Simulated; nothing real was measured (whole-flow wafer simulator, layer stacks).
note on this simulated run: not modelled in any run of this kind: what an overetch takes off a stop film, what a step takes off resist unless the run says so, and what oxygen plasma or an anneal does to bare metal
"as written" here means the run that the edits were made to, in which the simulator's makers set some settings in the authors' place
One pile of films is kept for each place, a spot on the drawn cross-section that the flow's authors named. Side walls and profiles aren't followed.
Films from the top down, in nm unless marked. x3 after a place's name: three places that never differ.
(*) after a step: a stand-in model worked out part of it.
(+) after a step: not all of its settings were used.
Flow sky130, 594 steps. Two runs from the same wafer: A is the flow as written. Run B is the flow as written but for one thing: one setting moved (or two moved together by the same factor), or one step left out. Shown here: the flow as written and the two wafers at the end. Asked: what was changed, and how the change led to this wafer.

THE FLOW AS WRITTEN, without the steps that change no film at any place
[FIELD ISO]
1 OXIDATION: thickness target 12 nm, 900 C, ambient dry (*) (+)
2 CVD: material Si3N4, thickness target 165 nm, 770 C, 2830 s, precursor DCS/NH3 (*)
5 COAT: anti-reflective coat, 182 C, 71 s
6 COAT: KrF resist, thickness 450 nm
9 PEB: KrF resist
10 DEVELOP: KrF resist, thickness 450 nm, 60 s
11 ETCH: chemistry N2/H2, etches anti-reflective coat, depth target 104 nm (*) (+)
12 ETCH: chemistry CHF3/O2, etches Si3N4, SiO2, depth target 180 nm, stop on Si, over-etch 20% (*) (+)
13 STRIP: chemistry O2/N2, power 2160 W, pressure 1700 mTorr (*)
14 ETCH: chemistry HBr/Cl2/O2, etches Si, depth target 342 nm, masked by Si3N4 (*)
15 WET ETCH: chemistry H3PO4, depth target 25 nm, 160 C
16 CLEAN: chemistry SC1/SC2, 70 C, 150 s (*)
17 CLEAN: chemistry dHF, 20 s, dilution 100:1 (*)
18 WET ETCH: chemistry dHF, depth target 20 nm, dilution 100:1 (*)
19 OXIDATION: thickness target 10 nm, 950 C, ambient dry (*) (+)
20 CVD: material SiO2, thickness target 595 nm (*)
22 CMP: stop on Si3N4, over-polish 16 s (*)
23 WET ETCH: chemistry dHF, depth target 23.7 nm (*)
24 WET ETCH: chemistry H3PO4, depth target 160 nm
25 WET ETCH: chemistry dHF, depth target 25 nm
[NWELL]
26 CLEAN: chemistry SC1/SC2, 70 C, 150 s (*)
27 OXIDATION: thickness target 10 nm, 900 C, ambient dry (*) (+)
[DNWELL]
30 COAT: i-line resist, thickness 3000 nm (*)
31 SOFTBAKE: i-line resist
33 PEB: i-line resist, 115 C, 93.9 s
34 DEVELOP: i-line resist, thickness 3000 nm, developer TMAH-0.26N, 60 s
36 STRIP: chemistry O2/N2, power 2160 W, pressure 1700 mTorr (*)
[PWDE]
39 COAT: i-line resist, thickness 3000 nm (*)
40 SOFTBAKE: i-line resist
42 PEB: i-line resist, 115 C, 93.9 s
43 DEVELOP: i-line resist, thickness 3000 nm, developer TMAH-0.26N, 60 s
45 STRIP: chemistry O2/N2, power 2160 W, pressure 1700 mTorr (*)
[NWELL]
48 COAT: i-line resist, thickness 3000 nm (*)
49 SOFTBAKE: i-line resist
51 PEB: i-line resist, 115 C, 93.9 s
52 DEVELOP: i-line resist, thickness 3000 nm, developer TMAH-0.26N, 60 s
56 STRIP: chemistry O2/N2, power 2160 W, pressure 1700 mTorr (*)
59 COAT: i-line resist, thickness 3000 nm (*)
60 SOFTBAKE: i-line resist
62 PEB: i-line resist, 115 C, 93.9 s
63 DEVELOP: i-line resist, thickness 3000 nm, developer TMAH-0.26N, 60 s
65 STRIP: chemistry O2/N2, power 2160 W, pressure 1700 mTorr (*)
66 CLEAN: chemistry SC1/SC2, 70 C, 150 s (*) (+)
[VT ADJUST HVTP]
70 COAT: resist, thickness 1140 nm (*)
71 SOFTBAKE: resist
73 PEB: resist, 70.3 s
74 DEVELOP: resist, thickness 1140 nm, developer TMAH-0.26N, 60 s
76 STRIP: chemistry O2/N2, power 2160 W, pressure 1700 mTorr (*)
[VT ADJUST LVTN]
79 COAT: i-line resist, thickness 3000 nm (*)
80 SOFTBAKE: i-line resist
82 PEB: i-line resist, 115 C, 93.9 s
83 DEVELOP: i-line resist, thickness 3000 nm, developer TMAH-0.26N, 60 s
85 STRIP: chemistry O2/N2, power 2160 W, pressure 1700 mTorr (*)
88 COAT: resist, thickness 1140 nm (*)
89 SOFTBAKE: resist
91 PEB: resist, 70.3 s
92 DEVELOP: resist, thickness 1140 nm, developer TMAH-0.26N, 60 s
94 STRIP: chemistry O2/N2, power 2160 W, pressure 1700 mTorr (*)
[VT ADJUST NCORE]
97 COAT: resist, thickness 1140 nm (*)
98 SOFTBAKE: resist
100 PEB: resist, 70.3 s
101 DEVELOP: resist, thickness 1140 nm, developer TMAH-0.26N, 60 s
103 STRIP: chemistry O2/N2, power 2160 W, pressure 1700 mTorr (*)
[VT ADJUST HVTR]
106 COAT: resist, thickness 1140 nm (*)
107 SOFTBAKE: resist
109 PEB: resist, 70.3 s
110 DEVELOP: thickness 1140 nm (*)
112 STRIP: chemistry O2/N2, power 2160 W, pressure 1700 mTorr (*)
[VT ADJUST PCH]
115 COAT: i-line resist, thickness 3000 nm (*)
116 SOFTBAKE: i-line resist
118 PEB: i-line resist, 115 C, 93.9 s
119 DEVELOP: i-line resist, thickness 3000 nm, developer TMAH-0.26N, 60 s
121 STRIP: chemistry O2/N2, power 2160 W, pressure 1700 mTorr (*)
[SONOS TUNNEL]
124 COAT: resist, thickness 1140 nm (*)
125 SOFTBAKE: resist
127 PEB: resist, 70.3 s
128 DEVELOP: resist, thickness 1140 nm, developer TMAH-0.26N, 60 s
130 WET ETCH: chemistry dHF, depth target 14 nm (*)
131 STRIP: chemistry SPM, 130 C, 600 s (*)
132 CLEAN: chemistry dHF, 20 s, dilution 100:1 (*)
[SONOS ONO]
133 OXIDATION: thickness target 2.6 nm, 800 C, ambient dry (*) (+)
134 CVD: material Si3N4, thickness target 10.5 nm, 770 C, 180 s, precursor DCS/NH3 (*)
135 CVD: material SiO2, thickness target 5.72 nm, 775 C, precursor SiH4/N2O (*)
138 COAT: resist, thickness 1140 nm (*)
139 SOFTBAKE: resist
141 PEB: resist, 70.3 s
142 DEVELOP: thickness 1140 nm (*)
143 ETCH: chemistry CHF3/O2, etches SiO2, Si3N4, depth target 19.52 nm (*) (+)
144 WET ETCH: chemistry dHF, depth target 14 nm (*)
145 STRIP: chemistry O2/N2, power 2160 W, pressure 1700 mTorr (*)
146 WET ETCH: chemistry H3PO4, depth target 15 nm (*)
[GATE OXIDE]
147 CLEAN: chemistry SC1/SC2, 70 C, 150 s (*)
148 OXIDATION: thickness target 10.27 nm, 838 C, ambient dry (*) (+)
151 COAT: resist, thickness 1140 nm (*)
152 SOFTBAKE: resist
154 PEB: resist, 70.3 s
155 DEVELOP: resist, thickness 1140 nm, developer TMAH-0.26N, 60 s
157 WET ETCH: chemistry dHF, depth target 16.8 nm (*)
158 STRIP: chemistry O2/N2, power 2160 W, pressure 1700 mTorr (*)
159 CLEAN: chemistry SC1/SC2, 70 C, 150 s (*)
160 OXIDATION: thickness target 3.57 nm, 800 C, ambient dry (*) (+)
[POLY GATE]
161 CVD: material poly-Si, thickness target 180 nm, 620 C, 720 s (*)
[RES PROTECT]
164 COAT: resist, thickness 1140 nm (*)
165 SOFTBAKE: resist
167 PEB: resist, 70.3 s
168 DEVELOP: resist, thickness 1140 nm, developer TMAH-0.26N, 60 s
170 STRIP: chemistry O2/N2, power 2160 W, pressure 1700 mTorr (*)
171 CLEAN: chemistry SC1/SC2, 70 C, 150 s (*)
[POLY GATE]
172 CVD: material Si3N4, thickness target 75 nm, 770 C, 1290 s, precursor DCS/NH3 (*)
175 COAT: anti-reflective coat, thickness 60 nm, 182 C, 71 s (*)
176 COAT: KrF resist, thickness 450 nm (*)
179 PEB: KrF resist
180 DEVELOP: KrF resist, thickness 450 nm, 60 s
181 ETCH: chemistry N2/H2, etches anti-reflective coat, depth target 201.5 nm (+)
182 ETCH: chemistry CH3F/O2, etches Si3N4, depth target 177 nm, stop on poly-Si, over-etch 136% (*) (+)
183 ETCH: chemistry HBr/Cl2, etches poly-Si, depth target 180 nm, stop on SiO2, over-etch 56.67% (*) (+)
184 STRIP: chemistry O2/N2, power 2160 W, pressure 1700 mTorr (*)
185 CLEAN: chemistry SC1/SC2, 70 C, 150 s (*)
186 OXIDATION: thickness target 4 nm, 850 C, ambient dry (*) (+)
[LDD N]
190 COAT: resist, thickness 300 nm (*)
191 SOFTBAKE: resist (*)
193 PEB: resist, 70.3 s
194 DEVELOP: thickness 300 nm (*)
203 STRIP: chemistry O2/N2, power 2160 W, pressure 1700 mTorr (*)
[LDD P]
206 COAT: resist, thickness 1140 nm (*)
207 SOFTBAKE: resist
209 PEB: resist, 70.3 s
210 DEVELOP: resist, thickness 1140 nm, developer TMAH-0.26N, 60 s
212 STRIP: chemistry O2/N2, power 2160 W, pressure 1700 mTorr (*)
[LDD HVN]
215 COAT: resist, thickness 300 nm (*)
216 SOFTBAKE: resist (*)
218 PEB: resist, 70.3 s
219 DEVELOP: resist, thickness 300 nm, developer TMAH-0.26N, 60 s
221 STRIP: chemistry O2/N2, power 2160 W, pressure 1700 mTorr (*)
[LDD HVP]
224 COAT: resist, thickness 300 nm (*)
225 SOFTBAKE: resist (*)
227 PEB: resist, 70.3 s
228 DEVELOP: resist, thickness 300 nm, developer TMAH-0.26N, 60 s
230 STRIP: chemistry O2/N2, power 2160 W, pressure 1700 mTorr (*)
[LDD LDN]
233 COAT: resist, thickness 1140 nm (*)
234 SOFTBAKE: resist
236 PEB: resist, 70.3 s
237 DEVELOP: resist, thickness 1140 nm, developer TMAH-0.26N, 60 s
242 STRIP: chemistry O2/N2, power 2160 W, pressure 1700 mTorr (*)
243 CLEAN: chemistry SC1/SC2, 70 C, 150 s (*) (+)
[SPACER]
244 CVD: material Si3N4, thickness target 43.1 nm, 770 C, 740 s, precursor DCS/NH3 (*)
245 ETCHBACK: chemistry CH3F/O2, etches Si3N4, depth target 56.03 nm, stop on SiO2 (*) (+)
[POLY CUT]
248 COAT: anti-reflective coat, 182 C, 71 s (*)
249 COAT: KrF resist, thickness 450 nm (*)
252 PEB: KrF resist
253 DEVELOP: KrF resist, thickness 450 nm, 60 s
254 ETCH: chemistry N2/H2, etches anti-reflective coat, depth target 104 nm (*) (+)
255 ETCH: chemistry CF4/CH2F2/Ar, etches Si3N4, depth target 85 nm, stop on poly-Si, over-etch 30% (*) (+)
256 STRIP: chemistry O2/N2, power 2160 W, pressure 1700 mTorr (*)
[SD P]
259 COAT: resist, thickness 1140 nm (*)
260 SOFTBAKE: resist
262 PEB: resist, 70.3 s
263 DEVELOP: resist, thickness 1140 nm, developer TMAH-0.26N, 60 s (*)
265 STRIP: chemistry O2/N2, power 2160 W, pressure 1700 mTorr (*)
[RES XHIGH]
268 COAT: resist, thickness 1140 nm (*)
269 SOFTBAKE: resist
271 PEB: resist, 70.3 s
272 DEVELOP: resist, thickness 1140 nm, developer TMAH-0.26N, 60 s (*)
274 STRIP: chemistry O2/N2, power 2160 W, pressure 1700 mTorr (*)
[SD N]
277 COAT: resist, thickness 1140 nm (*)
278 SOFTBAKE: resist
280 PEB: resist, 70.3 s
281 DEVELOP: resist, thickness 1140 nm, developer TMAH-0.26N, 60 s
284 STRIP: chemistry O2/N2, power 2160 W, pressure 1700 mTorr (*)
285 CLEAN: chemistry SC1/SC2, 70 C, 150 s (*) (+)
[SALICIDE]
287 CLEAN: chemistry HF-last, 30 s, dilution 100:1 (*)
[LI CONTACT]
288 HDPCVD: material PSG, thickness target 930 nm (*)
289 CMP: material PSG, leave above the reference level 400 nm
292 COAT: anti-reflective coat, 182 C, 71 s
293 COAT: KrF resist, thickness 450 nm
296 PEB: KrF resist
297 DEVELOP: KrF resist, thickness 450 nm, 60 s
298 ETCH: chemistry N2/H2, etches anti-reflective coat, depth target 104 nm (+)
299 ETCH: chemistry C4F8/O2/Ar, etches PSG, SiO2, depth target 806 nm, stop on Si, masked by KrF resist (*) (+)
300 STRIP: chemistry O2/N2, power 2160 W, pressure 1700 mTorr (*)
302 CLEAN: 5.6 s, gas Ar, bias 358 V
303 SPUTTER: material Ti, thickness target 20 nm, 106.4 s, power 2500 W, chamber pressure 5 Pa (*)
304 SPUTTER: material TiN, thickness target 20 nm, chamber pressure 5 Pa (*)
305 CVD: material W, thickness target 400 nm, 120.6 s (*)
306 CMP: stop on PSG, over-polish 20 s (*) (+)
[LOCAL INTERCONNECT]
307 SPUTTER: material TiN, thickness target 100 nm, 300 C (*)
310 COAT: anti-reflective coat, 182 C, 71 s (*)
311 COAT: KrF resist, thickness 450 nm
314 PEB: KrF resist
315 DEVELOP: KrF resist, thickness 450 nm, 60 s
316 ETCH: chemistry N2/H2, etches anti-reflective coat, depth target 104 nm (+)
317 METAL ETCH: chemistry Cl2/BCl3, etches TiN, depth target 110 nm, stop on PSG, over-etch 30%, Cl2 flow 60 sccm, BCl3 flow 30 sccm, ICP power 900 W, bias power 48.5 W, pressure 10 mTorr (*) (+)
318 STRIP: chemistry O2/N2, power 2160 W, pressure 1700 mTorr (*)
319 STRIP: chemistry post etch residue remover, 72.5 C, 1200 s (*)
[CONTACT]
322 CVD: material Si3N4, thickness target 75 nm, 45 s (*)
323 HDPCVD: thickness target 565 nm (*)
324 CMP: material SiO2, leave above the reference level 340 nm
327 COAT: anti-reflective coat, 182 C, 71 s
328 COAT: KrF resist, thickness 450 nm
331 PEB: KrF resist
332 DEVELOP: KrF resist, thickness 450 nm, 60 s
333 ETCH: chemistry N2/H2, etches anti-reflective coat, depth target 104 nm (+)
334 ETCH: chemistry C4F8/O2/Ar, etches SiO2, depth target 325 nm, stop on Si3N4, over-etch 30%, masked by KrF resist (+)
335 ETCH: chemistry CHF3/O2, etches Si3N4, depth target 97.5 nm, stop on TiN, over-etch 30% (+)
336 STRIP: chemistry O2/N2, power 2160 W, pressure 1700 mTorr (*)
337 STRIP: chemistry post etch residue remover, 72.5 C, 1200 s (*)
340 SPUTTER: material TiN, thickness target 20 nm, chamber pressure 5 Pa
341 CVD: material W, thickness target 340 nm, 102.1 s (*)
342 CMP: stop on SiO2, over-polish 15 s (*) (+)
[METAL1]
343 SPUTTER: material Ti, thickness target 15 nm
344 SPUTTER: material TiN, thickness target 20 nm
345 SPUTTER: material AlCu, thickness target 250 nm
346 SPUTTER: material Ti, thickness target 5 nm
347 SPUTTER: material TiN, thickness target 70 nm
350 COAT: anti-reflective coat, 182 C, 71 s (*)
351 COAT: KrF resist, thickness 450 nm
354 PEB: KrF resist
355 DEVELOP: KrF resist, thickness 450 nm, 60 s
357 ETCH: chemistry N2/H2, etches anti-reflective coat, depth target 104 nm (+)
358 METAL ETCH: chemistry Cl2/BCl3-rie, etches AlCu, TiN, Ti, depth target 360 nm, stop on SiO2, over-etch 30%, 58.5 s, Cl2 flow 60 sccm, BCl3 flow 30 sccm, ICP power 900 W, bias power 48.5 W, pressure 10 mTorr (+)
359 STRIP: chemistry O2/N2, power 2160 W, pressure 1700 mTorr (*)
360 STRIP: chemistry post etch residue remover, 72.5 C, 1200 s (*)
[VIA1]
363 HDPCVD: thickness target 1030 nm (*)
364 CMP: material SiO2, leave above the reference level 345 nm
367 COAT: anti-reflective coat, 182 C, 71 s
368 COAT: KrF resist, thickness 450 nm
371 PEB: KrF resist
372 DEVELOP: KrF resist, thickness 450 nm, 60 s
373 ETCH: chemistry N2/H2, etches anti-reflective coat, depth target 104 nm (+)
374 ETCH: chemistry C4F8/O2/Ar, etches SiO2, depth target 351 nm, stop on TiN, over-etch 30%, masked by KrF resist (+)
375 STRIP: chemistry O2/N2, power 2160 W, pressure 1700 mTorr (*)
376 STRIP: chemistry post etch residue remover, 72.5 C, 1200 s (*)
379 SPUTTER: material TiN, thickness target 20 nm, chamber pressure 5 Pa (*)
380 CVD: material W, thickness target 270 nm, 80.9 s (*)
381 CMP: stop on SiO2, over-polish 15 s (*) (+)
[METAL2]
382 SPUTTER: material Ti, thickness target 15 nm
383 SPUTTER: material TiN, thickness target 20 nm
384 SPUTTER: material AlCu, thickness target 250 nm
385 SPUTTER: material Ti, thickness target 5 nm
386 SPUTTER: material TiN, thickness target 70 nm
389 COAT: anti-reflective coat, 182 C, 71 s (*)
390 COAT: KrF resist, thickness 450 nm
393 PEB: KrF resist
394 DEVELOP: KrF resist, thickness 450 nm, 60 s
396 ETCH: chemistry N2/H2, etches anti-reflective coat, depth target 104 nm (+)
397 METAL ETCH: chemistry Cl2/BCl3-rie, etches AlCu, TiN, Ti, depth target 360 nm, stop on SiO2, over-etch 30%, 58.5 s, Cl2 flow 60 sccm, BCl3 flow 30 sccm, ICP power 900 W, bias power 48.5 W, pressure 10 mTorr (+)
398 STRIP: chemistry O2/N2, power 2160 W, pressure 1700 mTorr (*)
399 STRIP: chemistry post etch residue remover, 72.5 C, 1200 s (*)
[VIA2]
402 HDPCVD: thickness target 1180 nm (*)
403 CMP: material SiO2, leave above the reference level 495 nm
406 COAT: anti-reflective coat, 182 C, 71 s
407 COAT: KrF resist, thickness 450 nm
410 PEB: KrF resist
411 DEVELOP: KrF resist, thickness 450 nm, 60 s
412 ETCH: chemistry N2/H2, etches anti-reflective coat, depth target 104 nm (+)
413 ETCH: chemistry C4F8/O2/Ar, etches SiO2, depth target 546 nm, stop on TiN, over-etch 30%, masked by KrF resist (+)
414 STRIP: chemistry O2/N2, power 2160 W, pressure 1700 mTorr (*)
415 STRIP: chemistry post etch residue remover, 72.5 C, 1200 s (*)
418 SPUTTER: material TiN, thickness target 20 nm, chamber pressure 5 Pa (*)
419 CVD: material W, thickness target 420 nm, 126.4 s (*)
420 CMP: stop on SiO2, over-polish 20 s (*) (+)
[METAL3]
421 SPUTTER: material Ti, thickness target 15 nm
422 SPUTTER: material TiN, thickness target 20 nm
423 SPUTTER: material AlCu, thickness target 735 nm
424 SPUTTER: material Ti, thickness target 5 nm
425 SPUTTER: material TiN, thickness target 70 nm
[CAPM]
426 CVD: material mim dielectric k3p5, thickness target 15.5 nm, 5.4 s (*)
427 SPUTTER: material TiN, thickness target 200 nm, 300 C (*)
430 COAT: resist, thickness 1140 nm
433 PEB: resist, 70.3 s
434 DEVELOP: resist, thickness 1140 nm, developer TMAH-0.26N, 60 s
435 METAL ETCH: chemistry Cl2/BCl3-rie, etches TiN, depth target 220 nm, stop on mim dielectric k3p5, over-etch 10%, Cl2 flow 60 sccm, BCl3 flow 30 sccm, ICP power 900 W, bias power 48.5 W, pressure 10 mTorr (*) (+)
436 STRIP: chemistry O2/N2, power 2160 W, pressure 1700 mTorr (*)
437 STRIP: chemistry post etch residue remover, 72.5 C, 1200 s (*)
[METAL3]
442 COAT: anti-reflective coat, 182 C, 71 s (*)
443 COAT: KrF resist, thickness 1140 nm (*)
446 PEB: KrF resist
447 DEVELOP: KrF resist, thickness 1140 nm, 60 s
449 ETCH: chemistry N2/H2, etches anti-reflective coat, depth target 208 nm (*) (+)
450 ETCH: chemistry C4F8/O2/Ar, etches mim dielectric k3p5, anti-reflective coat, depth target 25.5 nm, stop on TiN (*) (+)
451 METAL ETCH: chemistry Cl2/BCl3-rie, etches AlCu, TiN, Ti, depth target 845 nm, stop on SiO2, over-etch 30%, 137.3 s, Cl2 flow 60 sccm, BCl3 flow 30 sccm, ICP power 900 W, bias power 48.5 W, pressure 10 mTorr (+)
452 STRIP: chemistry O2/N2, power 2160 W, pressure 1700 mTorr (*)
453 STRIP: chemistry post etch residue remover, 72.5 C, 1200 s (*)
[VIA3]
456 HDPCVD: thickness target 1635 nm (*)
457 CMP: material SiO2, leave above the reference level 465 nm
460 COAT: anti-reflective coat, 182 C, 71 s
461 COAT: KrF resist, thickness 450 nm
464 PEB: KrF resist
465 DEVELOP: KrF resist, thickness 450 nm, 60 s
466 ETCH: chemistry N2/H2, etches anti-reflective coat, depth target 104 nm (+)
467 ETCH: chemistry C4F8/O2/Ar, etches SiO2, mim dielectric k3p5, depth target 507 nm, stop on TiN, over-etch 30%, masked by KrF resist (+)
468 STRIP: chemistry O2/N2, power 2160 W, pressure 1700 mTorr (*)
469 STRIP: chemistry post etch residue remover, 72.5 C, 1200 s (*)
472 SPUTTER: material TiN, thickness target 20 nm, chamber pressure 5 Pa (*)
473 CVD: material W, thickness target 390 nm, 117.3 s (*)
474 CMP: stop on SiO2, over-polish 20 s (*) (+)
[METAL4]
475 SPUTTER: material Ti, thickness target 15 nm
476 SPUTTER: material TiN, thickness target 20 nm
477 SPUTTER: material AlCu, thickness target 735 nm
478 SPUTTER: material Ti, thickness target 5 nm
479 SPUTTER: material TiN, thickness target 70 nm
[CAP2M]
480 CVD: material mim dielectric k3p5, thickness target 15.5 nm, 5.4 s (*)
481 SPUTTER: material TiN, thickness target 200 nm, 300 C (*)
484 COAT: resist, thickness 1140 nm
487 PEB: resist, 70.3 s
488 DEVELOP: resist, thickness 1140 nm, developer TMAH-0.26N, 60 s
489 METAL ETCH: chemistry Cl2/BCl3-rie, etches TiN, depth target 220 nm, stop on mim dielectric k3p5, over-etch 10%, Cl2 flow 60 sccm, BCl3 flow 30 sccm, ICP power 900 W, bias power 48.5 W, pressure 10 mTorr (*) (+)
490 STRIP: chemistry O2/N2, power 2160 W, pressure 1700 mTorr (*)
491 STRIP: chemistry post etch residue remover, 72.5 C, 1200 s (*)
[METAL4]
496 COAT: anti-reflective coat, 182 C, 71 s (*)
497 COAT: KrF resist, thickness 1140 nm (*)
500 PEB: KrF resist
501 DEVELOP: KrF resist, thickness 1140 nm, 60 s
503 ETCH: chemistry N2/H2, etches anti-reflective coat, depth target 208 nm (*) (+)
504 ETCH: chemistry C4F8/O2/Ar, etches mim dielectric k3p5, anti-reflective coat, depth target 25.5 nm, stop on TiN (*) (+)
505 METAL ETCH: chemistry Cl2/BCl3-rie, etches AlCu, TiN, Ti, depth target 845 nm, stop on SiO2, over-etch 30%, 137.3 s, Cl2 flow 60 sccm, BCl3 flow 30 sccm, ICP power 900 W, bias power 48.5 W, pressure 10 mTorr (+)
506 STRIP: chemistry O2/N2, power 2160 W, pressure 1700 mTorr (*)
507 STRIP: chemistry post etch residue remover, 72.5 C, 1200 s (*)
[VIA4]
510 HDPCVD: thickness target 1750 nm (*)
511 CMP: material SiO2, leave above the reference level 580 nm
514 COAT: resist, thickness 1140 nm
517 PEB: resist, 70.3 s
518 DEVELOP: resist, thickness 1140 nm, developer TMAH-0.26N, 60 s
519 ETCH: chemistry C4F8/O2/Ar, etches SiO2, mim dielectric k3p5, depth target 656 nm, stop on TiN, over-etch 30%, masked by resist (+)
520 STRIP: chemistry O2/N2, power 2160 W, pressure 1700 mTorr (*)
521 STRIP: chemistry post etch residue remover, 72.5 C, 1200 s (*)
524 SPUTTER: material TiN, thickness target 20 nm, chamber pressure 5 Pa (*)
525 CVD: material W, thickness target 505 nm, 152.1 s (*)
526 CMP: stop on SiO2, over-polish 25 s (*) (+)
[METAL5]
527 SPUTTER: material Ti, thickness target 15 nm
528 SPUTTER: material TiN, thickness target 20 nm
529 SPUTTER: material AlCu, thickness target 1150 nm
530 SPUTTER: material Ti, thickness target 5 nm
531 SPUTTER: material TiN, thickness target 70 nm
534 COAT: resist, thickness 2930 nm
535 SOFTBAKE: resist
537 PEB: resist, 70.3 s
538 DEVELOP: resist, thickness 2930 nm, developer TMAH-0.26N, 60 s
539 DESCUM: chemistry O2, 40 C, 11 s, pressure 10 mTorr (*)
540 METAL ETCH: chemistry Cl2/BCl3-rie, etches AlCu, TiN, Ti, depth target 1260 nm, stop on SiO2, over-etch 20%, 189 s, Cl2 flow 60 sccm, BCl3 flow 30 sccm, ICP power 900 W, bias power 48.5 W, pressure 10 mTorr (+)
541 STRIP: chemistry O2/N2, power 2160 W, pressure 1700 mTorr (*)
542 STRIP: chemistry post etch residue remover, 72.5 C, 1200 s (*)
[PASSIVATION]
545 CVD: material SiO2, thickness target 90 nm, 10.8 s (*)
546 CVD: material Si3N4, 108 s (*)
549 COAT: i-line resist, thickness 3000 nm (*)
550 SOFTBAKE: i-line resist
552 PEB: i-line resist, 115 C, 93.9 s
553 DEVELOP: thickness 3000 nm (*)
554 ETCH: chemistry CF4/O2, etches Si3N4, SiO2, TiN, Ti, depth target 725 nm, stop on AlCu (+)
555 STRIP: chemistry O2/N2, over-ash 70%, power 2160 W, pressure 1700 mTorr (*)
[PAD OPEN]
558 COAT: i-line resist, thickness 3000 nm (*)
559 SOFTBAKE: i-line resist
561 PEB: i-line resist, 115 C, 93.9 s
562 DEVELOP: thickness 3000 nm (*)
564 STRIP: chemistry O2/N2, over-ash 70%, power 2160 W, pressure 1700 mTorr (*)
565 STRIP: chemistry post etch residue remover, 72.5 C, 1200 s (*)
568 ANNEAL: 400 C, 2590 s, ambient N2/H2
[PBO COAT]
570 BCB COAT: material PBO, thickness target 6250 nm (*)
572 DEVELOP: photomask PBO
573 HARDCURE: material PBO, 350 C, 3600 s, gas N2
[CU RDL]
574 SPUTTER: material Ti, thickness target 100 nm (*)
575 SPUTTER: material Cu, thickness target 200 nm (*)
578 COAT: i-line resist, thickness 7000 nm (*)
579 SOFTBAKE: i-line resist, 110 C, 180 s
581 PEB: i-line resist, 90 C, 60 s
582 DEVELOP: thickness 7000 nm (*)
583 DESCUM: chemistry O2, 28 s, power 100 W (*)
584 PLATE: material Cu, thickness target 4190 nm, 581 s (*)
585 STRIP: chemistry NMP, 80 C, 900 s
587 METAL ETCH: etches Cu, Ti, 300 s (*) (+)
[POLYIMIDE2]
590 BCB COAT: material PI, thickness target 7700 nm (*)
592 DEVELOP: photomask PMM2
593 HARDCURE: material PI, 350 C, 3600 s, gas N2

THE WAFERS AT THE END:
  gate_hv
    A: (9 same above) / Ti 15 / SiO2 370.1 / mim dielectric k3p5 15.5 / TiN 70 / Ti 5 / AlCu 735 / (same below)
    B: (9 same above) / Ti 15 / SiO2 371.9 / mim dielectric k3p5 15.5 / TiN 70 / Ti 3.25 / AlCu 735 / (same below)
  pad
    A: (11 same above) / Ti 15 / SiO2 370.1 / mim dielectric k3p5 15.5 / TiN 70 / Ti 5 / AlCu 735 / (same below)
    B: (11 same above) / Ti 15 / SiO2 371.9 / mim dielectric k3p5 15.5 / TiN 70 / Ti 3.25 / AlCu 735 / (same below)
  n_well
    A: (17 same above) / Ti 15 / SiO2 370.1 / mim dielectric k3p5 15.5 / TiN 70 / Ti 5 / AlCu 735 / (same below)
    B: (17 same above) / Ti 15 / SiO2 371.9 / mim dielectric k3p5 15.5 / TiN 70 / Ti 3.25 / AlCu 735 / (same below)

The cause: step 424, SPUTTER: thickness target 3.25 nm was run, where the flow has thickness target 5 nm.
It can be read off the wafer: gate_hv has Ti 3.25, and step 424 as written asks for 5 nm.

How the change led to this, step by step:
  424 SPUTTER: material Ti, thickness target 5 nm
      field, active, n_well and 188 more: A Ti +5 (new film) | B Ti +3.25 (new film)
  451 METAL ETCH: chemistry Cl2/BCl3-rie, etches AlCu, TiN, Ti, depth target 845 nm, stop on SiO2, over-etch 30%, 137.3 s, Cl2 flow 60 sccm, BCl3 flow 30 sccm, ICP power 900 W, bias power 48.5 W, pressure 10 mTorr (+)
      field, gate, spacer and 68 more: A TiN -70 (all of it), Ti -5 (all of it), AlCu -735 (all of it), TiN -20 (all of it), Ti -15 (all of it), SiO2 -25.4 | B TiN -70 (all of it), Ti -3.25 (all of it), AlCu -735 (all of it), TiN -20 (all of it), Ti -15 (all of it), SiO2 -25.5
      active, vpp_ln, vpp_iso2 and 11 more: A TiN -70 (all of it), Ti -5 (all of it), AlCu -735 (all of it), TiN -20 (all of it), Ti -15 (all of it), SiO2 -25.3 | B TiN -70 (all of it), Ti -3.25 (all of it), AlCu -735 (all of it), TiN -20 (all of it), Ti -15 (all of it), SiO2 -25.5
